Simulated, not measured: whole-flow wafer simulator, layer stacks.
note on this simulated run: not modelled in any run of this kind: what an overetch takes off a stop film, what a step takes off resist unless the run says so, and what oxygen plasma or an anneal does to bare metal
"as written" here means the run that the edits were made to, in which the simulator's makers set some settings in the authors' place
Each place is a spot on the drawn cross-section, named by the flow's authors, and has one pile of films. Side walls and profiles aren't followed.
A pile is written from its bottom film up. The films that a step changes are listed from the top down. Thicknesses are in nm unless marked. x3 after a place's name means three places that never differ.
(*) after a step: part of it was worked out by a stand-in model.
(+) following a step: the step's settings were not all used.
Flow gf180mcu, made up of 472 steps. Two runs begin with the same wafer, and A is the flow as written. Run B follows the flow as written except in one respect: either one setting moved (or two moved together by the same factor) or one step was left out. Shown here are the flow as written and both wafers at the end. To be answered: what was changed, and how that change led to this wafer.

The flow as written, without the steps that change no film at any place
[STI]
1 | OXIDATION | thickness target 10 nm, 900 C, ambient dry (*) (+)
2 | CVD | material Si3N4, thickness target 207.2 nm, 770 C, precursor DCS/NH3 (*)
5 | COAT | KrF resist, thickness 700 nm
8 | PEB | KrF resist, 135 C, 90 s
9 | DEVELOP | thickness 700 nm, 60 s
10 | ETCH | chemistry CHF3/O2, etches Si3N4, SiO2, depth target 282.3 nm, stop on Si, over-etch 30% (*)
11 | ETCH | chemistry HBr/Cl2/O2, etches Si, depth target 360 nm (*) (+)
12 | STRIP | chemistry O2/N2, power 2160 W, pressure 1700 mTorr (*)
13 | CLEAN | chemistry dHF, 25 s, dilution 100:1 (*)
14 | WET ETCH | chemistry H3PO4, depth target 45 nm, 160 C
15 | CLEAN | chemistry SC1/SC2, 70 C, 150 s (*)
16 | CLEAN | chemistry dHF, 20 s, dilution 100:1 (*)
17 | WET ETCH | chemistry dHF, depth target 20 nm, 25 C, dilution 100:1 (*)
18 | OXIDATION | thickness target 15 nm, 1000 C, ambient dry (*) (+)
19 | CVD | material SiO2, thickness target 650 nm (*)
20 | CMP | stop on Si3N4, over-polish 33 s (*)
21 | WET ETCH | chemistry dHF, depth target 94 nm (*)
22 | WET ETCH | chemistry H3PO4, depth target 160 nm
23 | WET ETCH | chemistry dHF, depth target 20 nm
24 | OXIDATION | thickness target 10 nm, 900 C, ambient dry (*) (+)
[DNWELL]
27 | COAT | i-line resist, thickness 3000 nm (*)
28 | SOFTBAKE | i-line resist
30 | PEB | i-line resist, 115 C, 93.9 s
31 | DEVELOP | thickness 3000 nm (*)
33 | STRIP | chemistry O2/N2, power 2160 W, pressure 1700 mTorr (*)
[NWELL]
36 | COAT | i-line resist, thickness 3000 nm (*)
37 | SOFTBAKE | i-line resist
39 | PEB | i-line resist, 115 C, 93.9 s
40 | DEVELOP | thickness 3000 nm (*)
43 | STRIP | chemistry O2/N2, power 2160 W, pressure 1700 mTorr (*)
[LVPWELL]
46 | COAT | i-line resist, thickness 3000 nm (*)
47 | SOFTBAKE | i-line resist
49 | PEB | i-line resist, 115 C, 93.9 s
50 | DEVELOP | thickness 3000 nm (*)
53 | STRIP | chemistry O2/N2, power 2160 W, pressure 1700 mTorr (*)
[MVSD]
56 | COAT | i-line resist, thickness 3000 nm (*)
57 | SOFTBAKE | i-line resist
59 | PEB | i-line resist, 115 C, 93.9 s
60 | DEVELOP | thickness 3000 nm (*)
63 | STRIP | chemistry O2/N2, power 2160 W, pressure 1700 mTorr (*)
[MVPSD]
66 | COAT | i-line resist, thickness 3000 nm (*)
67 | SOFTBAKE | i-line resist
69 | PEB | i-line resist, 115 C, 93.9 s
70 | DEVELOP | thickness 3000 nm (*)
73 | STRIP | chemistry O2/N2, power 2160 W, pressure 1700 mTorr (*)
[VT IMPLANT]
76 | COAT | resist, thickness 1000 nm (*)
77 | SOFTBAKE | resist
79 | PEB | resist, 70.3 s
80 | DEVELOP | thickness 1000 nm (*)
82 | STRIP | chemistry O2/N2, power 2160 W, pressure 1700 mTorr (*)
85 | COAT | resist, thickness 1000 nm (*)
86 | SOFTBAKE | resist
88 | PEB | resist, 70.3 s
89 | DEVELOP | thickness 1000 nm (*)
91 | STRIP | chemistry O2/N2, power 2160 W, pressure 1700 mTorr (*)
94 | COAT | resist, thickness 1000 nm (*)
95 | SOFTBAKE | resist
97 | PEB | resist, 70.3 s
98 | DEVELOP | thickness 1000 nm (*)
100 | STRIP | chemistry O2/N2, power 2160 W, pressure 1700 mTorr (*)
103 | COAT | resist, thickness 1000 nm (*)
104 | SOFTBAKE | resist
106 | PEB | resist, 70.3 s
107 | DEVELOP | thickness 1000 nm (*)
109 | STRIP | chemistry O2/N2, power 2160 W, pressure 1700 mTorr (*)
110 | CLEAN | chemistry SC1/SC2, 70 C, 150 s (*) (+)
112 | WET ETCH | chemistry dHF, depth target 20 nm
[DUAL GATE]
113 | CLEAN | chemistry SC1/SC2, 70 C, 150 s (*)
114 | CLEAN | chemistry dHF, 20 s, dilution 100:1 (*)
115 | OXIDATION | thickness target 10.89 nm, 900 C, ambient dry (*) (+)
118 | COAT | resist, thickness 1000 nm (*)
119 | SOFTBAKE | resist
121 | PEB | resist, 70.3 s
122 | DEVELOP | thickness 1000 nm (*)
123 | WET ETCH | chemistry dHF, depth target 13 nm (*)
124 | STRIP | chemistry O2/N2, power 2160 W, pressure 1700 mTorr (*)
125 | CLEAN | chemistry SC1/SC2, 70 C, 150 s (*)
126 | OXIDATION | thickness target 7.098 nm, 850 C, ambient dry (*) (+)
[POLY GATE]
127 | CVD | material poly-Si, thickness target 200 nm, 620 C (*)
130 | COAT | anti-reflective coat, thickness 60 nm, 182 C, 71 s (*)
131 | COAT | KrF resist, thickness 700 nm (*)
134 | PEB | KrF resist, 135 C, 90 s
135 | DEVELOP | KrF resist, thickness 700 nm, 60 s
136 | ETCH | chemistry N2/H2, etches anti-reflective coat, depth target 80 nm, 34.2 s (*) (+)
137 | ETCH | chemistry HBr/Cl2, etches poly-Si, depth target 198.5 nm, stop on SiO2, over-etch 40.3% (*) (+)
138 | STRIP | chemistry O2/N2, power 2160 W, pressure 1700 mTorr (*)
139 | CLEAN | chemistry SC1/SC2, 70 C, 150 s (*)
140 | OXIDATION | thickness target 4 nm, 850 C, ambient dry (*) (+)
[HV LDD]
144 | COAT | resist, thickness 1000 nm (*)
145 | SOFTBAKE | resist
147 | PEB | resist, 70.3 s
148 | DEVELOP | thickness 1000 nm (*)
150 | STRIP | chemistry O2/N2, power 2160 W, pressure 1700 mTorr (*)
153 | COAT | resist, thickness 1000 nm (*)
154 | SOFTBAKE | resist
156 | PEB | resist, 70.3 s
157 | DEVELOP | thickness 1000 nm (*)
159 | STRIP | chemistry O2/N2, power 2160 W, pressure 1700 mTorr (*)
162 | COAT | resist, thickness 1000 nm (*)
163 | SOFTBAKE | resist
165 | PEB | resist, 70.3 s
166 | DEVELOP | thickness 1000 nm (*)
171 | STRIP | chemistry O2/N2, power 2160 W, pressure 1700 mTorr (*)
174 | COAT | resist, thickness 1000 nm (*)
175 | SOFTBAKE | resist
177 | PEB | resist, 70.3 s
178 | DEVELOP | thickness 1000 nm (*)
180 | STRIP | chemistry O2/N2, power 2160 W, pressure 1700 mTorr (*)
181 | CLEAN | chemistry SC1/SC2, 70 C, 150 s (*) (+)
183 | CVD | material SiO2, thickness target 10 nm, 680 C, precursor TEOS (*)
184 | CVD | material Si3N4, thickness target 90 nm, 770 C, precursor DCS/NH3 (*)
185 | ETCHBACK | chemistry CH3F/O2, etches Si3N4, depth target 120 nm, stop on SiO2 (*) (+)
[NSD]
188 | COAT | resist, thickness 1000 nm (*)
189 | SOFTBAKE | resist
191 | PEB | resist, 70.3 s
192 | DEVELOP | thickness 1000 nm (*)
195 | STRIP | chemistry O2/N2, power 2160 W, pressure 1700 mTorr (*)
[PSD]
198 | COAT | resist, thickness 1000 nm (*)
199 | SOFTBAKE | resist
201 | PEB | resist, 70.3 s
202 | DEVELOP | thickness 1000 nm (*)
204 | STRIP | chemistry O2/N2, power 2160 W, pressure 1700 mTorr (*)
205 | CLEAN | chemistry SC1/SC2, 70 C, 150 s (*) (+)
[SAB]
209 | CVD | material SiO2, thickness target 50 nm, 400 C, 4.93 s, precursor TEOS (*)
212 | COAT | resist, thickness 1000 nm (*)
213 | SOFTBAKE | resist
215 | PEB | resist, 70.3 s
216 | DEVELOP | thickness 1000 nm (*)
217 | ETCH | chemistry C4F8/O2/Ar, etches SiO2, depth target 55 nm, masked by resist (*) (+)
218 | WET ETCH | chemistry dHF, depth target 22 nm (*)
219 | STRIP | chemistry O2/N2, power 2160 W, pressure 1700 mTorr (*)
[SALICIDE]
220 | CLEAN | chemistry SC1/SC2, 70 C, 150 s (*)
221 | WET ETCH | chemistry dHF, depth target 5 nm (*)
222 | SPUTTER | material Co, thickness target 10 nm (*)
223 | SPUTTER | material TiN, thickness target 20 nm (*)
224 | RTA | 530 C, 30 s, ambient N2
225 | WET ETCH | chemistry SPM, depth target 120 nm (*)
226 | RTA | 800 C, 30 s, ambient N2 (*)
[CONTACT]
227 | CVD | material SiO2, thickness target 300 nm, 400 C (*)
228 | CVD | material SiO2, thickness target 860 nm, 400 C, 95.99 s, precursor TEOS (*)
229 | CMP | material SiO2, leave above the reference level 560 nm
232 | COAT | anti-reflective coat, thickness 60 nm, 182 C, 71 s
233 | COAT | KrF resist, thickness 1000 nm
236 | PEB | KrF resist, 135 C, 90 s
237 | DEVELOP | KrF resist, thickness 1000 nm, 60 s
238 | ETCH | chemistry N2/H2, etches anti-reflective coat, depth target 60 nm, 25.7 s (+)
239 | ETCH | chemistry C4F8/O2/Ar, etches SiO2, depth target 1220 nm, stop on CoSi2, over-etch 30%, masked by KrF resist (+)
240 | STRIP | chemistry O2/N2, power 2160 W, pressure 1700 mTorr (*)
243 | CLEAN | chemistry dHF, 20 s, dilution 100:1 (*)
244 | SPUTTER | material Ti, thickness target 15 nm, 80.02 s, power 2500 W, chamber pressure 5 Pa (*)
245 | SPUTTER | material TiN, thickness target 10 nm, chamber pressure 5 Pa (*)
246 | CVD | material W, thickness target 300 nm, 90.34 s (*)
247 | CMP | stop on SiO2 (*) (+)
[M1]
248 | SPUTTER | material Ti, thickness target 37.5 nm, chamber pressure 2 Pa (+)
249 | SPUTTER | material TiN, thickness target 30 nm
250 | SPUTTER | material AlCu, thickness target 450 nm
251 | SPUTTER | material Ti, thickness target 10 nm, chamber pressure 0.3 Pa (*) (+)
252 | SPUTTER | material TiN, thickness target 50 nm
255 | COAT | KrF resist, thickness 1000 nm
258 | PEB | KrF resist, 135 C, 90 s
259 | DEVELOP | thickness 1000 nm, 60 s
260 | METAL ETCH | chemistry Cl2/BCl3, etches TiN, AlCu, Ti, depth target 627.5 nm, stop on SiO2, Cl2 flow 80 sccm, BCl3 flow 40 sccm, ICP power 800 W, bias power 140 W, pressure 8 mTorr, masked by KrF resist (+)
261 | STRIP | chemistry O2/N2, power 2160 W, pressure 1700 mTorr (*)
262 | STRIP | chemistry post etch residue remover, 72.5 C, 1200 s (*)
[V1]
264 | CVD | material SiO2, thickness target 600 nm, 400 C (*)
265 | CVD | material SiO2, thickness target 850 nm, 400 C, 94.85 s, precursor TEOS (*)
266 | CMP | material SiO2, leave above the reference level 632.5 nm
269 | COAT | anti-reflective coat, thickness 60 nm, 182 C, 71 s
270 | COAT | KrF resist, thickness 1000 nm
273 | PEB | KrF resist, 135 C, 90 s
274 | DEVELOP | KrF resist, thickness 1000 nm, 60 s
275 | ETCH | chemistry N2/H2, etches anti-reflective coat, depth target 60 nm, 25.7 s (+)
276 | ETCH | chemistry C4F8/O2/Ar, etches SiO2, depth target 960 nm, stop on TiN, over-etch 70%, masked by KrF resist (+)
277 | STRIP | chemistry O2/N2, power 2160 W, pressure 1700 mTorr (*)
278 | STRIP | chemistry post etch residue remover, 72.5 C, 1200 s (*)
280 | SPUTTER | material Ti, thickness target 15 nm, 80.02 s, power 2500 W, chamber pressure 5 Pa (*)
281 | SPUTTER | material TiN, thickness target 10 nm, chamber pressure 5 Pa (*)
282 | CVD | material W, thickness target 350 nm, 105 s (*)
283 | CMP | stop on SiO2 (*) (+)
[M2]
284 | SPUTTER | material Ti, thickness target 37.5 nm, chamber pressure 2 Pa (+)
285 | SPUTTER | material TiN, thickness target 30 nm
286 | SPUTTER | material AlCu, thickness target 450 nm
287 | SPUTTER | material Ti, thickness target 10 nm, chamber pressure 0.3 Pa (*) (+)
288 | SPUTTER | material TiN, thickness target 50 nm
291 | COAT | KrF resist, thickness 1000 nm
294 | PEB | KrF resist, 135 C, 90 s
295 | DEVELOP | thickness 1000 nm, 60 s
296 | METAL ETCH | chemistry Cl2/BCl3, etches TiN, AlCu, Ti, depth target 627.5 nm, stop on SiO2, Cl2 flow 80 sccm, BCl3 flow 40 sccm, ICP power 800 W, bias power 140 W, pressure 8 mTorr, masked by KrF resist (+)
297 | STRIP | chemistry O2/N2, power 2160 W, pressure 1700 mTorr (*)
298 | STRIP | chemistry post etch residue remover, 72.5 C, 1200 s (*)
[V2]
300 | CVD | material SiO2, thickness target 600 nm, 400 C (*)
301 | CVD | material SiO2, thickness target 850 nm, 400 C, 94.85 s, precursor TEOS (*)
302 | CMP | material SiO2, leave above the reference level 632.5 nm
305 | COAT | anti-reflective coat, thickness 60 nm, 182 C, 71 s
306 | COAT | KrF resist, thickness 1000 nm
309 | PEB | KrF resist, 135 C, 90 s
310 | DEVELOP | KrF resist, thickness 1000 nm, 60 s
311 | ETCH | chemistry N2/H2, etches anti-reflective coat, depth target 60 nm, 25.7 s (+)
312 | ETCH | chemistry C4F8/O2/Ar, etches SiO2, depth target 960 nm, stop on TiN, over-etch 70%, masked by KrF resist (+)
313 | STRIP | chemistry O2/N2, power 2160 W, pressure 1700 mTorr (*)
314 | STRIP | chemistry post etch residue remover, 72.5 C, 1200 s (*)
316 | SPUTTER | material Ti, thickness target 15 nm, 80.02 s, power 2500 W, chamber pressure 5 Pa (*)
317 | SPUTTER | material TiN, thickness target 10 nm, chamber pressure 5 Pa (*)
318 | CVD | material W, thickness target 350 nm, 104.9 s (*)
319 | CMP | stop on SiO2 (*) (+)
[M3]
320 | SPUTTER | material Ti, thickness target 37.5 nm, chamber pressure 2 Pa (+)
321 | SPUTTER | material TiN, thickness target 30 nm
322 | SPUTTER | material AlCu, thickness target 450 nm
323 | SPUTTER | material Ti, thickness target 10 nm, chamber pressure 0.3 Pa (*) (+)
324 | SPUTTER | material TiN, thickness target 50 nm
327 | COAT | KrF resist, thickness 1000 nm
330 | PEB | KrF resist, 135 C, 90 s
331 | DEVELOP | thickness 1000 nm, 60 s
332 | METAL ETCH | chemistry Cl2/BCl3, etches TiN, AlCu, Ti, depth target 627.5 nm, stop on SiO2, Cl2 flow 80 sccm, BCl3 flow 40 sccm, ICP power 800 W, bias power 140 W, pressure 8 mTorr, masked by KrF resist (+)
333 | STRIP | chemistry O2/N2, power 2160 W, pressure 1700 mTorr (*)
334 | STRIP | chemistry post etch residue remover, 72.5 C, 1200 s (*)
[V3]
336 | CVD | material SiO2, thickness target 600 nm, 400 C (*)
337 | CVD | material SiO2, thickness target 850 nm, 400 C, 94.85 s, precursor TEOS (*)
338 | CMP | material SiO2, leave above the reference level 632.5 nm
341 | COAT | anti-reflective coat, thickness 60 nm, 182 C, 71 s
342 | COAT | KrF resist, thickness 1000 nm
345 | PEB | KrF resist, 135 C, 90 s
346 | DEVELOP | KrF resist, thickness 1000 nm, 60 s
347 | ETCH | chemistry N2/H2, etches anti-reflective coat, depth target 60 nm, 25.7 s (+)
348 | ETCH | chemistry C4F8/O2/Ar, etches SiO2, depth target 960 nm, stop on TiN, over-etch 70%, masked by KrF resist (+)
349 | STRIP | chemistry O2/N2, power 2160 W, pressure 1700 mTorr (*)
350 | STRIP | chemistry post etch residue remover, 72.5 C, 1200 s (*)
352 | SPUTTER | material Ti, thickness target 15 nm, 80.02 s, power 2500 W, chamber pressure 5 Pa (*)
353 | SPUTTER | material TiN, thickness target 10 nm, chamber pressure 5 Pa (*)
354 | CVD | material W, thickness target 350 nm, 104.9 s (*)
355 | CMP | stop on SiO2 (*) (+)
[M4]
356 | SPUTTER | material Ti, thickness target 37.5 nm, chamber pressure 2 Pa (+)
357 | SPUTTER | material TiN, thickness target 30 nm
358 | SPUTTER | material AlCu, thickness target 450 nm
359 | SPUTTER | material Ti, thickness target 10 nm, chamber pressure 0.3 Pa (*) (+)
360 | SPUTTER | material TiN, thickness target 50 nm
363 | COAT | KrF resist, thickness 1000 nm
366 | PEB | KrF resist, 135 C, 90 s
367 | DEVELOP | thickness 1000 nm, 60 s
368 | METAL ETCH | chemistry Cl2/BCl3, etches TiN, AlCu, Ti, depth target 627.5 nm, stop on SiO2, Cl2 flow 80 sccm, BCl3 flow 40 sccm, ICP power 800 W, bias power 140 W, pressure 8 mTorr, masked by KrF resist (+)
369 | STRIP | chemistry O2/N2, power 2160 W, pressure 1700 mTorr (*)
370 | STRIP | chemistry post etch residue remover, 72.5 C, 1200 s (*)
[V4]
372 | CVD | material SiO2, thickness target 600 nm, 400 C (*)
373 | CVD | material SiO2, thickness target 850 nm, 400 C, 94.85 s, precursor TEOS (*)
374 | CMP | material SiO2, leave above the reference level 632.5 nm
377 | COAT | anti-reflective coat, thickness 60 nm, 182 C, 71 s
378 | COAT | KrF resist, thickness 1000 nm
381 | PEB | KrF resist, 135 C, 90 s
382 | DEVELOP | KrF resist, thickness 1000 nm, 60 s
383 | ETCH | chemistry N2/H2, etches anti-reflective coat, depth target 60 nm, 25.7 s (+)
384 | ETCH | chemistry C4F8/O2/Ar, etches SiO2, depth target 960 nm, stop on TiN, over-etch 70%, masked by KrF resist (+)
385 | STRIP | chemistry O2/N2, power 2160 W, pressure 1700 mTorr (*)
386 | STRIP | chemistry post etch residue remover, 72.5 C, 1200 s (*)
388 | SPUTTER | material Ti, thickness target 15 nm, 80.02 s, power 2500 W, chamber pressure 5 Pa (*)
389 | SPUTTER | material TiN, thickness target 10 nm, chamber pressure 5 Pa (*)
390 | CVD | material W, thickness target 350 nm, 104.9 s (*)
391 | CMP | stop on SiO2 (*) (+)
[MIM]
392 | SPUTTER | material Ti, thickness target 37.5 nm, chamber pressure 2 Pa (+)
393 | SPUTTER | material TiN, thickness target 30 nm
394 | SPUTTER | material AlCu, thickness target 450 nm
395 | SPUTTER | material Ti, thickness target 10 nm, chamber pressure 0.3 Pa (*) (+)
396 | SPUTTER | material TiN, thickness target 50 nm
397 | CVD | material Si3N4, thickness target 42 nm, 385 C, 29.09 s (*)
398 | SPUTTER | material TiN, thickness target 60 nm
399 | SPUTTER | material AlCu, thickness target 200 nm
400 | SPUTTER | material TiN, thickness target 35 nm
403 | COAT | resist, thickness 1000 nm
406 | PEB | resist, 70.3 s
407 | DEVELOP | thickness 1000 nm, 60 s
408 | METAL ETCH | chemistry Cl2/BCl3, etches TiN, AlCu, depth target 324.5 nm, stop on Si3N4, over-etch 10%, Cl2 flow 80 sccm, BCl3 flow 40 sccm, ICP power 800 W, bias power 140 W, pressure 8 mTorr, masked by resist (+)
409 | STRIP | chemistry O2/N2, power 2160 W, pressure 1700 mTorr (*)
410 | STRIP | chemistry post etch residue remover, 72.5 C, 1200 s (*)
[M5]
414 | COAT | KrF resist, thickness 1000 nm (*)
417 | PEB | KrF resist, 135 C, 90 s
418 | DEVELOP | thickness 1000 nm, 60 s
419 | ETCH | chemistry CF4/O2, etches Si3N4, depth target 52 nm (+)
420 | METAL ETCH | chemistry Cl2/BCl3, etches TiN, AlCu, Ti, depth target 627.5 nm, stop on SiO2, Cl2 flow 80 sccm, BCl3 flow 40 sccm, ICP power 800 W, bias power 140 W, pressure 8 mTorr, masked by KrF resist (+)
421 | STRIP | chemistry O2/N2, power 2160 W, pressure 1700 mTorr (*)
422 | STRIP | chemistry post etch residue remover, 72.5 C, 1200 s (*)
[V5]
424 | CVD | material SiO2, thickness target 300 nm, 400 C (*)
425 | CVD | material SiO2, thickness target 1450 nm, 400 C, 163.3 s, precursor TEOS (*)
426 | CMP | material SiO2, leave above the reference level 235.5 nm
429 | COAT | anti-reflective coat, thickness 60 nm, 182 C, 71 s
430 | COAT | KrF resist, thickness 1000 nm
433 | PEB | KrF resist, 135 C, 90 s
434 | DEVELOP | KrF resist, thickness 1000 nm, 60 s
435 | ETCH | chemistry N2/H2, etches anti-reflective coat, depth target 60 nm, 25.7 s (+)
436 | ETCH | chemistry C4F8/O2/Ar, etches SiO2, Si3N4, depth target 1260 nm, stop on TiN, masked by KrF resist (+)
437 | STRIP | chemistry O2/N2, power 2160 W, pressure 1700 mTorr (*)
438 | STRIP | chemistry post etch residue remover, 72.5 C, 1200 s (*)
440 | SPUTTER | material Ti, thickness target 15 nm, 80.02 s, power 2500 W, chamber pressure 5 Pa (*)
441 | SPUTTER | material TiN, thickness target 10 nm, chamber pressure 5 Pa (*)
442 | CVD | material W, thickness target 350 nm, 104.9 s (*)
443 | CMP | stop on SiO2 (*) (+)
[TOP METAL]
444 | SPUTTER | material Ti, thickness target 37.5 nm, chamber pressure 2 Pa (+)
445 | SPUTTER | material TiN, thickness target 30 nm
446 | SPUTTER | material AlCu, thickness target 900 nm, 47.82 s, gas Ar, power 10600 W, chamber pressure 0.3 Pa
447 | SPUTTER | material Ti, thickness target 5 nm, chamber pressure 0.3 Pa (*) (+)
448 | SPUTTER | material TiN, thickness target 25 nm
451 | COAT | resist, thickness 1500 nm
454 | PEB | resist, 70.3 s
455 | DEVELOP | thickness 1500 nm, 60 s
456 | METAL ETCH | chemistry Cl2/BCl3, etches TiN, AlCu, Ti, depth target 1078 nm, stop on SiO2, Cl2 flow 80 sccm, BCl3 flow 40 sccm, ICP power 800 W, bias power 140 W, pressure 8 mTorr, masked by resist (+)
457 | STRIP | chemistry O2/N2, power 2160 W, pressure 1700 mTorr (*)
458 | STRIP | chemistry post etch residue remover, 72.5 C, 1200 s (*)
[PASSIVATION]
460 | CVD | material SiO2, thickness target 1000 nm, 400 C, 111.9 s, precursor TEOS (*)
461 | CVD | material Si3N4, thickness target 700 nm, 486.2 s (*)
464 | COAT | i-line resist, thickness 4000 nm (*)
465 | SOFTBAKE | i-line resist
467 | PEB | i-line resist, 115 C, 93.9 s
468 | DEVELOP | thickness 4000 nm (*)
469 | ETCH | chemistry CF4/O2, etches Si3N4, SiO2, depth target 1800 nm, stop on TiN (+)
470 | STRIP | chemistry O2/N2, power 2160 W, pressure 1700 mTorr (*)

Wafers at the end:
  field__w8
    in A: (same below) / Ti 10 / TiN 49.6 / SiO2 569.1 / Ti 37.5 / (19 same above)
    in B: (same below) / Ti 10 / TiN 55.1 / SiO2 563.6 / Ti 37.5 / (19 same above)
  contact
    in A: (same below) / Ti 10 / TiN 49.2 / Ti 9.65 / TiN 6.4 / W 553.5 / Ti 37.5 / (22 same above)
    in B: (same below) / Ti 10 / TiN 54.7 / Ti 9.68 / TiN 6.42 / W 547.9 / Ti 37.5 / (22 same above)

Cause: step 324, SPUTTER: thickness target 55.5 nm was run, while the flow as written has thickness target 50 nm.

The path from the change to this, step by step:
  324 | SPUTTER | material TiN, thickness target 50 nm
      field, field__w1, field__w2 and 108 more: A +50 TiN (new film) | B +55.5 TiN (new film)
  332 | METAL ETCH | chemistry Cl2/BCl3, etches TiN, AlCu, Ti, depth target 627.5 nm, stop on SiO2, Cl2 flow 80 sccm, BCl3 flow 40 sccm, ICP power 800 W, bias power 140 W, pressure 8 mTorr, masked by KrF resist (+)
      field, field__w1, field__w2 and 103 more: A -50 TiN (all of it), -10 Ti (all of it), -450 AlCu (all of it), -30 TiN (all of it), -37.5 Ti (all of it) | B -55.5 TiN (all of it), -10 Ti (all of it), -450 AlCu (all of it), -30 TiN (all of it), -37.5 Ti (all of it)
